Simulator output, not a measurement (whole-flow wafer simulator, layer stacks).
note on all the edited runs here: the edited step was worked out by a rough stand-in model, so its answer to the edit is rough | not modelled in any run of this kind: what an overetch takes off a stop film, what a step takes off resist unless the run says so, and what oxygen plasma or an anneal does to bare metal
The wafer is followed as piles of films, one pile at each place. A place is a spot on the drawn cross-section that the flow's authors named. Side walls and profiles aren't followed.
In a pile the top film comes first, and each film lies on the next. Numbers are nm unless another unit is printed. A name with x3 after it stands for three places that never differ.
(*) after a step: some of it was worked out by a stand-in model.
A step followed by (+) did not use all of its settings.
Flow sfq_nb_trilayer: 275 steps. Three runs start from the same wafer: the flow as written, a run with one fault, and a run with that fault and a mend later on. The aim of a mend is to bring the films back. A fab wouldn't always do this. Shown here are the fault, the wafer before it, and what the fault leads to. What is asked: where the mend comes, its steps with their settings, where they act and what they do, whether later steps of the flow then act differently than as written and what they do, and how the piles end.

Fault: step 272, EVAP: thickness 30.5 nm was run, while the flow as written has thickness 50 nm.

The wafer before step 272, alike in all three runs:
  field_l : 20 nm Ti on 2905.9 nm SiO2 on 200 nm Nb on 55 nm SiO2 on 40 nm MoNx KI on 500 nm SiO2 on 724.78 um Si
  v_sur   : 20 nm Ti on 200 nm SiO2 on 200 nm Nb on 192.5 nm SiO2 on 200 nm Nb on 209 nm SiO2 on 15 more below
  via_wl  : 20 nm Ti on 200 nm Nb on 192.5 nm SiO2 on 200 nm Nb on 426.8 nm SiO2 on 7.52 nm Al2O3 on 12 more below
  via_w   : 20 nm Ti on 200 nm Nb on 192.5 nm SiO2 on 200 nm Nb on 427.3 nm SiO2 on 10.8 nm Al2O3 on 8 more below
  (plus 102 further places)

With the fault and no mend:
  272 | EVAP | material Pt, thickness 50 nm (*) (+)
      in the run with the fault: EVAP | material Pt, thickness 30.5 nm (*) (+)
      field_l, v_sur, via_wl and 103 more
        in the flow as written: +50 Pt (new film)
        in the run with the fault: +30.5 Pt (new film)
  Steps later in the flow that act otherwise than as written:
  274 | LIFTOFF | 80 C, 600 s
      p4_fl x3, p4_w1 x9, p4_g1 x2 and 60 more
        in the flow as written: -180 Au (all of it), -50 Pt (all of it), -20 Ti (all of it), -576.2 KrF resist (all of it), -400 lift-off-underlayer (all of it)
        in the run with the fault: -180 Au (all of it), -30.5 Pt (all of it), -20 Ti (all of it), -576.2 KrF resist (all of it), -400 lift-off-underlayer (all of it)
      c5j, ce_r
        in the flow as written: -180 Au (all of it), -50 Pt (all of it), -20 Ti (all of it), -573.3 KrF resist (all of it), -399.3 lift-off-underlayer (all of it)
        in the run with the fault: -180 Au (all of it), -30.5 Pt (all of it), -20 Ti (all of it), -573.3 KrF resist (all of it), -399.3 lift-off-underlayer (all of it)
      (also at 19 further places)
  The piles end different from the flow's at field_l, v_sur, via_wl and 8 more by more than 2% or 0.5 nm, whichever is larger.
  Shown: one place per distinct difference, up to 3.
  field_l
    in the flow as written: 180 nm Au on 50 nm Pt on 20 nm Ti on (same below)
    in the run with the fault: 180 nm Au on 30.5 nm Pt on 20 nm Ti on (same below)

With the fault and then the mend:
  After step 272 comes the mend.
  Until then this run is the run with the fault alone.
  272a | EVAP | material Pt, thickness 19.5 nm (*) (+) (the flow's step 272, run once more with other settings)
      field_l, v_sur, via_wl and 103 more
        +19.5 Pt
  Later steps of the flow that are run all act as written at every place that is followed.
  The piles end the same as the flow's at every place that both follow.
